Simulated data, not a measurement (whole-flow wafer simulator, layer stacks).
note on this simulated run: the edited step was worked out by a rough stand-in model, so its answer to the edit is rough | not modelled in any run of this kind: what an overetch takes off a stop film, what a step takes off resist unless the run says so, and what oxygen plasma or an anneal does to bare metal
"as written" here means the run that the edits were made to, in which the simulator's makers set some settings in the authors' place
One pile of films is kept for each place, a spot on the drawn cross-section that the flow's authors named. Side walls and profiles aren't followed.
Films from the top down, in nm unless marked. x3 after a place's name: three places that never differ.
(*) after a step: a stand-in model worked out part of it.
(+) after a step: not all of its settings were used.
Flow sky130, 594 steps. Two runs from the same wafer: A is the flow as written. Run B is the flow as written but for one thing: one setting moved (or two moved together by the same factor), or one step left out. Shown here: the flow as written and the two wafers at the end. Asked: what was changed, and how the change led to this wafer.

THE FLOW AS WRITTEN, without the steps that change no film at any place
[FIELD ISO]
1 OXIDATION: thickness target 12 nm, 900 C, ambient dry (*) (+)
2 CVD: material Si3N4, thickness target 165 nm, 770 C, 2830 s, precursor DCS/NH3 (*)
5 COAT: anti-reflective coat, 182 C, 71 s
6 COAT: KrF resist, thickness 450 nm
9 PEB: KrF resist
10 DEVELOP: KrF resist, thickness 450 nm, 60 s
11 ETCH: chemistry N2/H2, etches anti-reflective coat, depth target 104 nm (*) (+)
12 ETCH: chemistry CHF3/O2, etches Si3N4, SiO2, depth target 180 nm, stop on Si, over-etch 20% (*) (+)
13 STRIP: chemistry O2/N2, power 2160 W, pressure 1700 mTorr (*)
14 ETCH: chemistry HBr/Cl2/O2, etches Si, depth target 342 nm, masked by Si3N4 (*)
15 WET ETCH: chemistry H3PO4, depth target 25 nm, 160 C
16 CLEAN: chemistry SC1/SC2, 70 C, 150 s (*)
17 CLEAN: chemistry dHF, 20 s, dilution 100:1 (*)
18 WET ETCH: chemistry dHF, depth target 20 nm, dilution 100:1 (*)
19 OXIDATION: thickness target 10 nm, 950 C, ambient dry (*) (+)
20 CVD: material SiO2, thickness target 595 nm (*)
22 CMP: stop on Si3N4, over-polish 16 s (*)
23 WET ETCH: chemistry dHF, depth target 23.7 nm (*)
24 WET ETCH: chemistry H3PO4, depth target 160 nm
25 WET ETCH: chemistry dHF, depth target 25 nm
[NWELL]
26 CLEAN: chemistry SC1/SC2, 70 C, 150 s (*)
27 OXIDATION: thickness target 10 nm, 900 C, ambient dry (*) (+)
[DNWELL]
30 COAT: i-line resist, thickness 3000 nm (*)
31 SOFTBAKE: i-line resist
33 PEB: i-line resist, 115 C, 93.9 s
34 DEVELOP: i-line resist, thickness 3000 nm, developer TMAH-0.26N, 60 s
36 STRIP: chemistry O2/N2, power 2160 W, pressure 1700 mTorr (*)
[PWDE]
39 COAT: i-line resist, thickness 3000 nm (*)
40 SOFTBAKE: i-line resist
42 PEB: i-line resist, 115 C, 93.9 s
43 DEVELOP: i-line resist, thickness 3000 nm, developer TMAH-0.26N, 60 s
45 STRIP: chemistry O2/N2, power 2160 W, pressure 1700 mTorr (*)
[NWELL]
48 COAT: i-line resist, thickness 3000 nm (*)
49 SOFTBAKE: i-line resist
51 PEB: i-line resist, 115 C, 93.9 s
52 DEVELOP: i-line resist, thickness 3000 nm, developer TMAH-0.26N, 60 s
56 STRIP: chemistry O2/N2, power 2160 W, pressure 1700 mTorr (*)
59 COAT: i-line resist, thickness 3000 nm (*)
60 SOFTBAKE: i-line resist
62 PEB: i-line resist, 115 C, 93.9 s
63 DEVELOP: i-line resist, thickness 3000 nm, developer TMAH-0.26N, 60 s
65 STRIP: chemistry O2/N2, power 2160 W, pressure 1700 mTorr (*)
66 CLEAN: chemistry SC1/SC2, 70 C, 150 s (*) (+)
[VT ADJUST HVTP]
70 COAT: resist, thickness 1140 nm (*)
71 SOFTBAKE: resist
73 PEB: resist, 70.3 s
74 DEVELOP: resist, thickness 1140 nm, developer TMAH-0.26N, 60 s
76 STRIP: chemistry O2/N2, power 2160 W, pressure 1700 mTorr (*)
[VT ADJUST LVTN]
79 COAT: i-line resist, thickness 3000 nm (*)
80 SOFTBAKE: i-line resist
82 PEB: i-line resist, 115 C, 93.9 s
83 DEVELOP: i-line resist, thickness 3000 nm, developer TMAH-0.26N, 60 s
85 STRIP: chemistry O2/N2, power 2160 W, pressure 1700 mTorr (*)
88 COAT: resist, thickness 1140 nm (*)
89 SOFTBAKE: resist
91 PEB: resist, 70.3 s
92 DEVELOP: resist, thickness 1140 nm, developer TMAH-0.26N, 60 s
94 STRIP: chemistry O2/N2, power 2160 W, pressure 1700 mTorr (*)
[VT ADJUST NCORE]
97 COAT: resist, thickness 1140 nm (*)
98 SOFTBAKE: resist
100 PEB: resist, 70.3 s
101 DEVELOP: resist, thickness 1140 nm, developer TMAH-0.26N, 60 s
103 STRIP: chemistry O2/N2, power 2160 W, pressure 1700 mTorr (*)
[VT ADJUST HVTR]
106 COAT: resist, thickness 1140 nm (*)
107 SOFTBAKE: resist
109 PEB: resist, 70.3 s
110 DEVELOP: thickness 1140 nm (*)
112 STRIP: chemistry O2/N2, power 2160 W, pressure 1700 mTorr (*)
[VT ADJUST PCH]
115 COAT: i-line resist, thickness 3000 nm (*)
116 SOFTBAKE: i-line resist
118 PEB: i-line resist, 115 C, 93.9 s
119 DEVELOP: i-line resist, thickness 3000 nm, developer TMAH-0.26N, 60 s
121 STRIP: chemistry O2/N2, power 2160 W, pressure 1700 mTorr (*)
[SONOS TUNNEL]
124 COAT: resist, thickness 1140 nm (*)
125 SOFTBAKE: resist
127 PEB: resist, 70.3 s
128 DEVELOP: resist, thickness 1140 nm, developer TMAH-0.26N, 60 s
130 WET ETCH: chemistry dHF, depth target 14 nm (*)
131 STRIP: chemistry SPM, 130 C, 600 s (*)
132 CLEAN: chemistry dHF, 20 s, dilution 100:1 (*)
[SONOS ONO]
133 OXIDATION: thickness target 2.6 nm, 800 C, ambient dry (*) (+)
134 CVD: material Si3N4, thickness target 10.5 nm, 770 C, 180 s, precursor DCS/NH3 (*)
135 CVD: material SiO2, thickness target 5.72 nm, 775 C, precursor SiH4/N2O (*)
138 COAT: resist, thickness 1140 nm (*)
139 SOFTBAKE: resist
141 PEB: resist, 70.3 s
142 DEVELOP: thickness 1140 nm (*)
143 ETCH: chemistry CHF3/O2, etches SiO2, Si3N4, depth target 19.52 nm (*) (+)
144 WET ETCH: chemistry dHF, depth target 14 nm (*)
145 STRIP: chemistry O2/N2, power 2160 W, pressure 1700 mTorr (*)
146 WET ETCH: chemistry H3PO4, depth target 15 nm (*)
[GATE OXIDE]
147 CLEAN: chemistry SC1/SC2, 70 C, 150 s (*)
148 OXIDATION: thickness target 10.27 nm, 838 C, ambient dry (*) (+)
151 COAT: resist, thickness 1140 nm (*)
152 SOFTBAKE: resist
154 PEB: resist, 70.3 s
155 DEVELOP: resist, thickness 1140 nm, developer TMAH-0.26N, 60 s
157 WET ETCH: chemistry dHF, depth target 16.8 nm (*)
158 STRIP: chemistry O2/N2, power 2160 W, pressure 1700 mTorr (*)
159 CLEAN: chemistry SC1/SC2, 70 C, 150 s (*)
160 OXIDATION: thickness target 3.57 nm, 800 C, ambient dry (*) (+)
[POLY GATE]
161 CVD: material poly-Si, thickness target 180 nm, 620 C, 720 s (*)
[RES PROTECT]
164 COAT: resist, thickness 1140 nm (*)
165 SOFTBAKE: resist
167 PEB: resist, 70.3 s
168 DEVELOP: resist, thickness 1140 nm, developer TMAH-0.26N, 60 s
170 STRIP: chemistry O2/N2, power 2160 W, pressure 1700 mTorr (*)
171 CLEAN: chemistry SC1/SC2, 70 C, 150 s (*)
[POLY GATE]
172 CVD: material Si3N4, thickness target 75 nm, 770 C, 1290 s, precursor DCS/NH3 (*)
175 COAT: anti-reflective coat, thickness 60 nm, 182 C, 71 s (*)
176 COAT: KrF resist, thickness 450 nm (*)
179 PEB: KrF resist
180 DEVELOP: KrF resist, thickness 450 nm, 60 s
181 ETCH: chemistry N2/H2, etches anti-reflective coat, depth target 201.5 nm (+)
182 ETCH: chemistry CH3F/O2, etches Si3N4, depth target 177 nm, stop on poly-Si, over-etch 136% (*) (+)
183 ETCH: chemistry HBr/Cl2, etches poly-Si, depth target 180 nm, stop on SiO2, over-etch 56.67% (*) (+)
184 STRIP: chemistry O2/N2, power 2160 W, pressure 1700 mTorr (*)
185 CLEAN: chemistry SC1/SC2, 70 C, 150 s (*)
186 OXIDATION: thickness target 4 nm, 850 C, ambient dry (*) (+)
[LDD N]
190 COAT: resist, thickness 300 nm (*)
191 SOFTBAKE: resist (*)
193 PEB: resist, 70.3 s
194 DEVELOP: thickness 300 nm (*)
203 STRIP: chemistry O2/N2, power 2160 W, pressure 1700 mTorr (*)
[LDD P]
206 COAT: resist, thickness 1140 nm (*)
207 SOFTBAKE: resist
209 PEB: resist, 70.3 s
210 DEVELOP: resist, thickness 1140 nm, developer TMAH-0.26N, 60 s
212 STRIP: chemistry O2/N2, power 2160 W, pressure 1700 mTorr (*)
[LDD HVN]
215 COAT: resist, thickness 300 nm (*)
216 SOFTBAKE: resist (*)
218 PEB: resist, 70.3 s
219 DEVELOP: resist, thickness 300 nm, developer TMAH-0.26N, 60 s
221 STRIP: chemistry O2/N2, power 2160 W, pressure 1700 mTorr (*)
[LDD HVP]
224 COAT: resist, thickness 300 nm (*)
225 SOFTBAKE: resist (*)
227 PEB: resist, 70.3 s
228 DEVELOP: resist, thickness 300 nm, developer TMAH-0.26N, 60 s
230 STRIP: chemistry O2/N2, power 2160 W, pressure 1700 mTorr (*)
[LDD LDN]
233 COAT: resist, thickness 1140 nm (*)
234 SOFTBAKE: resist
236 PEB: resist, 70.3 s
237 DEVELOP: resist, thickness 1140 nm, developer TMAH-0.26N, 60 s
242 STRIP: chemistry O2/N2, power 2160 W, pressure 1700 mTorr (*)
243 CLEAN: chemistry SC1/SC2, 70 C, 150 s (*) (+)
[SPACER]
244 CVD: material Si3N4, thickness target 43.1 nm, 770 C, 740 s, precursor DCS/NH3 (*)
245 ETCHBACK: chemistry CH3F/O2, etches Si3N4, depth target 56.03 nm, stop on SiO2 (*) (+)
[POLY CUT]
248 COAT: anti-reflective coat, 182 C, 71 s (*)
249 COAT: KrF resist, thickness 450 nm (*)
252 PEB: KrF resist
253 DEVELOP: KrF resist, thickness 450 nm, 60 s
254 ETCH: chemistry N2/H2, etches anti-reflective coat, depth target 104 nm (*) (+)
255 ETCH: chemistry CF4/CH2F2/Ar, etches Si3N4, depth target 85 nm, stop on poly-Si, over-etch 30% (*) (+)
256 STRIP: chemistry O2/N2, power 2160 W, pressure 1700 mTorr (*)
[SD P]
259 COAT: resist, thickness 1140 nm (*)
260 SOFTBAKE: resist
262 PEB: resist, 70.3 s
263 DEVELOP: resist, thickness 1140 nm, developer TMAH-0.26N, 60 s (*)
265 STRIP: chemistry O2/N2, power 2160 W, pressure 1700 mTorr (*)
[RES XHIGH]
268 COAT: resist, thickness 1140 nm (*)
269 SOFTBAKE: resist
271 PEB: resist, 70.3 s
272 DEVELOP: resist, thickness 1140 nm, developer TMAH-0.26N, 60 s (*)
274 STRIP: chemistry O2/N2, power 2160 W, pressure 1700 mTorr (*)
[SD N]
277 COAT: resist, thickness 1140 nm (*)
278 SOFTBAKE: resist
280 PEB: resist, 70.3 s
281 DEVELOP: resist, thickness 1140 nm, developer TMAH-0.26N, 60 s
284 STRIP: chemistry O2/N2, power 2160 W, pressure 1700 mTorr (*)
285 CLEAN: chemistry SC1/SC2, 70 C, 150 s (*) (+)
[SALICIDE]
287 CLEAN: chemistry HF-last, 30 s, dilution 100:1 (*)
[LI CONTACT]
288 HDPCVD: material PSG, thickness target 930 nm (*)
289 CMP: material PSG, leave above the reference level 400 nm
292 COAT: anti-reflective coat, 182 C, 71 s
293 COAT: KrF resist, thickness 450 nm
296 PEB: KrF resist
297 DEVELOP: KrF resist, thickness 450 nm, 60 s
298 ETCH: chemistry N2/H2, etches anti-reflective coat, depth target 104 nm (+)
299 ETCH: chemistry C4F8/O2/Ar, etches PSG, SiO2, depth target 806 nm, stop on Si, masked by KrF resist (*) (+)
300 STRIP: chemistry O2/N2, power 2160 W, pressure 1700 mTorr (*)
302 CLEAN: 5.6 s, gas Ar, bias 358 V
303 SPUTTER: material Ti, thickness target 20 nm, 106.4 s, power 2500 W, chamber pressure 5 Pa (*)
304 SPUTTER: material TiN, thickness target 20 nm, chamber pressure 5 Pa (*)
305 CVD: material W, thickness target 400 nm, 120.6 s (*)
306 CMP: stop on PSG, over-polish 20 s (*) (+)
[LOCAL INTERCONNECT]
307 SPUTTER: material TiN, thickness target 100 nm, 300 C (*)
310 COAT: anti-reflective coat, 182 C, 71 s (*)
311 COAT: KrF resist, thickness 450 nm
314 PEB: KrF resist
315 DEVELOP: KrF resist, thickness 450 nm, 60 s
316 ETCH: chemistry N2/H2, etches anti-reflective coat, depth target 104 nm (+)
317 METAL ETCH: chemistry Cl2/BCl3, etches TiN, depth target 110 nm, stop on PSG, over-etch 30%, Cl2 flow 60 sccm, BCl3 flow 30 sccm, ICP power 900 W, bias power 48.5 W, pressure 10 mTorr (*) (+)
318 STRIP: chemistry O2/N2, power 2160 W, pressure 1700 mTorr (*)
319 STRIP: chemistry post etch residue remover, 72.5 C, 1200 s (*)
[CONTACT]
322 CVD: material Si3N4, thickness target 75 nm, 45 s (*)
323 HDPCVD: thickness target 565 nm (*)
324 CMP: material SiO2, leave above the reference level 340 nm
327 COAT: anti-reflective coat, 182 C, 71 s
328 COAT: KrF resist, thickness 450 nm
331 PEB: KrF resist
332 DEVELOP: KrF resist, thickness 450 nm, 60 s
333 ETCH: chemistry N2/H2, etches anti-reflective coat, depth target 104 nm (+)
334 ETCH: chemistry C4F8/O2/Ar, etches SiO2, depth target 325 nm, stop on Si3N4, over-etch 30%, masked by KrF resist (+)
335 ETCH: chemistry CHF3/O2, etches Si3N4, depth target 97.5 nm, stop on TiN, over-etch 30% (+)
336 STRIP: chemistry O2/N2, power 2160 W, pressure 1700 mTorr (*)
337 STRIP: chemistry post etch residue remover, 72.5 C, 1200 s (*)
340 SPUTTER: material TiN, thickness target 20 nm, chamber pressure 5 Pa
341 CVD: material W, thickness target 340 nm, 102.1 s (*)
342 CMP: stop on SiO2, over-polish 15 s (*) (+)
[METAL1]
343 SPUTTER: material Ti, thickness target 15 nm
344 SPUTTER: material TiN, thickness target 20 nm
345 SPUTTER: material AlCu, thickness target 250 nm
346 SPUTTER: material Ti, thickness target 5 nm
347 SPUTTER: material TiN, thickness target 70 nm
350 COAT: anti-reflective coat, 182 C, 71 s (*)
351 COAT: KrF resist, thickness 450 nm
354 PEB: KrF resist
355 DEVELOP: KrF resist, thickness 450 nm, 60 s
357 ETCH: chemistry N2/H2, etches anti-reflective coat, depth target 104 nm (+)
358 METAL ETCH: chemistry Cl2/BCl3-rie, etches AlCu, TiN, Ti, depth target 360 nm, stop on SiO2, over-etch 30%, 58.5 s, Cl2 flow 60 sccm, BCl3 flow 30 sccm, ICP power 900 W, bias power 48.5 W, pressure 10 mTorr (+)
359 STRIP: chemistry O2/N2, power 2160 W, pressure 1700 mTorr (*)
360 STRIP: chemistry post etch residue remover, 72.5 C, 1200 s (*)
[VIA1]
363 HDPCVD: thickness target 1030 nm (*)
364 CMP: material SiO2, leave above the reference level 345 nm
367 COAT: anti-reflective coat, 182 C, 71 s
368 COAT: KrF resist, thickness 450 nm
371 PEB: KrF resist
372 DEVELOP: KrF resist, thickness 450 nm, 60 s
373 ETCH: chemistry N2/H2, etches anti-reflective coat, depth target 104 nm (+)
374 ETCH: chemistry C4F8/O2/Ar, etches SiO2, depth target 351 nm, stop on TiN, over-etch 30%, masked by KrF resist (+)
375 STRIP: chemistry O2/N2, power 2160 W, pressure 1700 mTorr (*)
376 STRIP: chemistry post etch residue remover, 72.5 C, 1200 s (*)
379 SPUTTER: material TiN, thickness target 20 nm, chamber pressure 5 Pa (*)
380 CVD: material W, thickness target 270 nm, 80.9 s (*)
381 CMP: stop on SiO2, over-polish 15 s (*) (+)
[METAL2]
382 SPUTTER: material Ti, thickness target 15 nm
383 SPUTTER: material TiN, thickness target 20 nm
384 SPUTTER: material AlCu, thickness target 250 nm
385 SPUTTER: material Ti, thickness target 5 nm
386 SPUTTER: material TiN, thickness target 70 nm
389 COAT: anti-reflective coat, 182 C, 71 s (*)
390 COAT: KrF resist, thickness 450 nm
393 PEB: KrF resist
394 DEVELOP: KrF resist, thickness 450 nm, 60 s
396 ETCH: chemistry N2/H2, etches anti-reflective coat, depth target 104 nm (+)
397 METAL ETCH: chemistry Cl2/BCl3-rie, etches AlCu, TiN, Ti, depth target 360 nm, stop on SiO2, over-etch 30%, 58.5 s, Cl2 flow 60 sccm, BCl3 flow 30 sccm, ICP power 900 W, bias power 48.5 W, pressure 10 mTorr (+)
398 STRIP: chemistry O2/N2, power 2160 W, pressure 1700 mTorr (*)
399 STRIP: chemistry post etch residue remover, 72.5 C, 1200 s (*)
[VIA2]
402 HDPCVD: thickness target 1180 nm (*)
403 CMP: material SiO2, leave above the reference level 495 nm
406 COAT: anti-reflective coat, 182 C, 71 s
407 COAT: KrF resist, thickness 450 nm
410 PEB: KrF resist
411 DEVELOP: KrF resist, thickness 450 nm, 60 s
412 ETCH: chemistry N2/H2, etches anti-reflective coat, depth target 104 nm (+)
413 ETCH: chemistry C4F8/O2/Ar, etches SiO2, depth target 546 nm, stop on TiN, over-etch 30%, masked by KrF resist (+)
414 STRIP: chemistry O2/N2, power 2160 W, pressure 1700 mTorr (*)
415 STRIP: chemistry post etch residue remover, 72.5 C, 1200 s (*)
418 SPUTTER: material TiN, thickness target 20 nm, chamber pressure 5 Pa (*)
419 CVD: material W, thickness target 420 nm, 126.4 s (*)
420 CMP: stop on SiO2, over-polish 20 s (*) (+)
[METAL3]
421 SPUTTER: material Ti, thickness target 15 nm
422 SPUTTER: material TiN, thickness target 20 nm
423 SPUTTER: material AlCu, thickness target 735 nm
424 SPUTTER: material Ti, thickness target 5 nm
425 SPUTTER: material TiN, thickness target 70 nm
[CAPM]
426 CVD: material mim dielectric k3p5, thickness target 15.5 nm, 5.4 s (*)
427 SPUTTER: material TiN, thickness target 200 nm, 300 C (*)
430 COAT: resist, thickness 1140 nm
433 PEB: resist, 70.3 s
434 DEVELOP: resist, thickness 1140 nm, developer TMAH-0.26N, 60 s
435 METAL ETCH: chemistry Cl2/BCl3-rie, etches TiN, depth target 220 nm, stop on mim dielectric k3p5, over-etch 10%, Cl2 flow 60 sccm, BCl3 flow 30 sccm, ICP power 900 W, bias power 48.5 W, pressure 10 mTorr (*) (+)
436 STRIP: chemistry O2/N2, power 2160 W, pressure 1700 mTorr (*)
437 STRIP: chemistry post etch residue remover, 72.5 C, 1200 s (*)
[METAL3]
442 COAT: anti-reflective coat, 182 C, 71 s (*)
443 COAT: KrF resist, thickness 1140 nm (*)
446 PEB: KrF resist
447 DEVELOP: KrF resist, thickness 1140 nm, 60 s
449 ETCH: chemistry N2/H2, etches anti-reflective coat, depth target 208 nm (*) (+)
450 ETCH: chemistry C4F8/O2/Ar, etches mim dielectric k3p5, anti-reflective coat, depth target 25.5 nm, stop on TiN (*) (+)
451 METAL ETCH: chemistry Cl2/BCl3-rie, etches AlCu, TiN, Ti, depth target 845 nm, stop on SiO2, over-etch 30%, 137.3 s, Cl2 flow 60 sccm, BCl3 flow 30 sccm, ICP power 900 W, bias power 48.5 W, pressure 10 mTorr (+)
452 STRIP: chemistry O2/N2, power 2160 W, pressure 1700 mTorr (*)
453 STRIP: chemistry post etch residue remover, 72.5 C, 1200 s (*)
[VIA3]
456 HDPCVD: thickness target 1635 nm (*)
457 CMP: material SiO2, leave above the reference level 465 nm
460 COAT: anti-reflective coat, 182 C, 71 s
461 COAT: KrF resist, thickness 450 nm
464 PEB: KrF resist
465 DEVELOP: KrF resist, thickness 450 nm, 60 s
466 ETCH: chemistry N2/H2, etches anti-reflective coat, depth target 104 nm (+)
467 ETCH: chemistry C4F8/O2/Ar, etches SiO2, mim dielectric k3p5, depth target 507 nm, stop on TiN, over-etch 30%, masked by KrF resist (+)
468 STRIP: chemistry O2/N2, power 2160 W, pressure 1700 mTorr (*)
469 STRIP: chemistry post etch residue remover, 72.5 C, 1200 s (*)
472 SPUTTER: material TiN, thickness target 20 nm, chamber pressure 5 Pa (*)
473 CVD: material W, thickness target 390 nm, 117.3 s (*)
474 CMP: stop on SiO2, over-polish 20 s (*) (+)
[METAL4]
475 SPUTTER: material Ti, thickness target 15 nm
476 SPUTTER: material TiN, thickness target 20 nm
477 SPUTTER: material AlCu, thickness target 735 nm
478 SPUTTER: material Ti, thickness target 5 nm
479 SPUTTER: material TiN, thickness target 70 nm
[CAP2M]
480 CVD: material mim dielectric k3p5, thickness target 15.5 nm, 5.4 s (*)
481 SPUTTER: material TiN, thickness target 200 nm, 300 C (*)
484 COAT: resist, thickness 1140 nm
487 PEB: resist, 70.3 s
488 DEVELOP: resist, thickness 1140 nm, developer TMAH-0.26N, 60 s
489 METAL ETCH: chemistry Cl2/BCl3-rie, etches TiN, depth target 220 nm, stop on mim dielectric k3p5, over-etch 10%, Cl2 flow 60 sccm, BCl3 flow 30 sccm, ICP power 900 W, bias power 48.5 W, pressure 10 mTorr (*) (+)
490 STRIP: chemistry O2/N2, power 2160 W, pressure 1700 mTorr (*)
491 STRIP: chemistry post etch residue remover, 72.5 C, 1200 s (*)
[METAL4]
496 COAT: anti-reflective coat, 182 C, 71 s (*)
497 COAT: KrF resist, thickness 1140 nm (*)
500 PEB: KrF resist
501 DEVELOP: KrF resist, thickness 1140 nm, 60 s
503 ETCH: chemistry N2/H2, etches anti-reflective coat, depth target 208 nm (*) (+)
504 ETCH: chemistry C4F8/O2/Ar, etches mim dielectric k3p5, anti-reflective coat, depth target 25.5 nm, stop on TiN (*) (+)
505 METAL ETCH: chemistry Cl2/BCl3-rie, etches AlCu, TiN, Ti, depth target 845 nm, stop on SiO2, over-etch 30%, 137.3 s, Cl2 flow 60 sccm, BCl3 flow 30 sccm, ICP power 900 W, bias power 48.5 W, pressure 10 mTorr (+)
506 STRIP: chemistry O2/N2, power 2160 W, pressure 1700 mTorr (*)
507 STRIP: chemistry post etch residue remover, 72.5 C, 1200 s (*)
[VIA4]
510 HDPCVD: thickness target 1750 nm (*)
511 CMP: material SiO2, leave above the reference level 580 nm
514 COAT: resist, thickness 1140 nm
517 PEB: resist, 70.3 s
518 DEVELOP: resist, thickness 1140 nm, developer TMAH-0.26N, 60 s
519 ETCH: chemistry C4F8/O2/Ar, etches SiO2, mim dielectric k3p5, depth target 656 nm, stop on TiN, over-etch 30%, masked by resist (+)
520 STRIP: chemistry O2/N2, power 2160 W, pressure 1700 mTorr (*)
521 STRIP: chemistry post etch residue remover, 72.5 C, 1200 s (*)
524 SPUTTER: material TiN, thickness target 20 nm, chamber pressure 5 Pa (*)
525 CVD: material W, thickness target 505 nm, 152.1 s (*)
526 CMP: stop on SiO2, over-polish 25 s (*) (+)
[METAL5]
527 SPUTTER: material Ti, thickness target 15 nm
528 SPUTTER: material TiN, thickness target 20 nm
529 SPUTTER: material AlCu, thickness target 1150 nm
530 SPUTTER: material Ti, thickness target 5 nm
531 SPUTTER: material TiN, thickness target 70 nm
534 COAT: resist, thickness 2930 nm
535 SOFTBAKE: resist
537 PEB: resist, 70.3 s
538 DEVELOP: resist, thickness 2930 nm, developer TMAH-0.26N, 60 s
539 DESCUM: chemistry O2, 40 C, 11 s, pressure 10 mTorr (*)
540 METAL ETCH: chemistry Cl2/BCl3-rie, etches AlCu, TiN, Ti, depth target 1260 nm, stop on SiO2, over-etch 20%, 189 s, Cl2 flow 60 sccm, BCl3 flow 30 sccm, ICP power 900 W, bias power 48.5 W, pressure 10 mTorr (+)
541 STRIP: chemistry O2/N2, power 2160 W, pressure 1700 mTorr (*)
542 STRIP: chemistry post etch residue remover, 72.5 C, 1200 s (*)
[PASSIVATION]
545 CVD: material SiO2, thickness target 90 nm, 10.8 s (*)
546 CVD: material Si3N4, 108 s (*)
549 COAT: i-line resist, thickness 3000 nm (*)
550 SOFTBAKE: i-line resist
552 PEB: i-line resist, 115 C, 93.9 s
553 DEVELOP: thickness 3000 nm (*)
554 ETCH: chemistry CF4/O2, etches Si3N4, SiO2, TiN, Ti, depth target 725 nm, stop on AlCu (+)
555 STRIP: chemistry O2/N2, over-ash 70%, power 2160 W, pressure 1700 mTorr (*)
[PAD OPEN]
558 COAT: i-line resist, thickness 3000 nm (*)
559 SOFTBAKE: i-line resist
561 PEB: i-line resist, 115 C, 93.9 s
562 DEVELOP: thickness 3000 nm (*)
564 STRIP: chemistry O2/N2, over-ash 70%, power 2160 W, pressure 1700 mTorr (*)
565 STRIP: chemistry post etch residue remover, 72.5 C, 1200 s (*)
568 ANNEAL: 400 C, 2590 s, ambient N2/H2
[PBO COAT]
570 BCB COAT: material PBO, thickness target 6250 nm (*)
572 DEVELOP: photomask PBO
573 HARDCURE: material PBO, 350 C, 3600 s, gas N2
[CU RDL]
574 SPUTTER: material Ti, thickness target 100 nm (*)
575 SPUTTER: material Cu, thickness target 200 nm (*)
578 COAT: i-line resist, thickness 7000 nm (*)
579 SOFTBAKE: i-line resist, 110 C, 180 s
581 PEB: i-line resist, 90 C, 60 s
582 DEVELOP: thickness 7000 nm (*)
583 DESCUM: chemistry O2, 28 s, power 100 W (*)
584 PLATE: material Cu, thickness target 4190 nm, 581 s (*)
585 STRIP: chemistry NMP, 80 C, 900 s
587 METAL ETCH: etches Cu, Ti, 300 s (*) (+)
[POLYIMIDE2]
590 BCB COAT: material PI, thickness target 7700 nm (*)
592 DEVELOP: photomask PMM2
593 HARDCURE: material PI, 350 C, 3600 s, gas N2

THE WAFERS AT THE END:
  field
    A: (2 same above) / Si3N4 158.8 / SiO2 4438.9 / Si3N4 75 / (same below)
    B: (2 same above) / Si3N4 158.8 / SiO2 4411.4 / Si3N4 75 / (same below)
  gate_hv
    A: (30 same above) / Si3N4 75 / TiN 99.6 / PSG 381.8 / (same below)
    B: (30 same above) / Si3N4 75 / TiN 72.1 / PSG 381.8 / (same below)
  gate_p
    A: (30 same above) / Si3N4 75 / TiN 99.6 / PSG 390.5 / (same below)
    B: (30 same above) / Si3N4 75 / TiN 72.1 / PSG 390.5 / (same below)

The cause: step 307, SPUTTER: thickness target 72.5 nm was run, where the flow has thickness target 100 nm.

How the change led to this, step by step:
  307 SPUTTER: material TiN, thickness target 100 nm, 300 C (*)
      field, active, n_well and 188 more: A TiN +100 (new film) | B TiN +72.5 (new film)
  317 METAL ETCH: chemistry Cl2/BCl3, etches TiN, depth target 110 nm, stop on PSG, over-etch 30%, Cl2 flow 60 sccm, BCl3 flow 30 sccm, ICP power 900 W, bias power 48.5 W, pressure 10 mTorr (*) (+)
      n_well, p_well, gate_hv and 97 more: A KrF resist -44 | B KrF resist -37
      field, active, gate and 88 more: A TiN -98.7 (all of it) | B TiN -71.2 (all of it)
  318 STRIP: chemistry O2/N2, power 2160 W, pressure 1700 mTorr (*)
      n_well, p_well, gate_hv and 93 more: A KrF resist -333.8 (all of it), anti-reflective coat -80 (all of it) | B KrF resist -340.8 (all of it), anti-reflective coat -80 (all of it)
      poly_licon, ndiff_licon, ndiff_licon_cpp, rpo_hd_licon: A KrF resist -333.9 (all of it), anti-reflective coat -80.5 (all of it) | B KrF resist -340.9 (all of it), anti-reflective coat -80.5 (all of it)
  324 CMP: material SiO2, leave above the reference level 340 nm
      field, active, gate and 88 more: A SiO2 -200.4 | B SiO2 -227.9
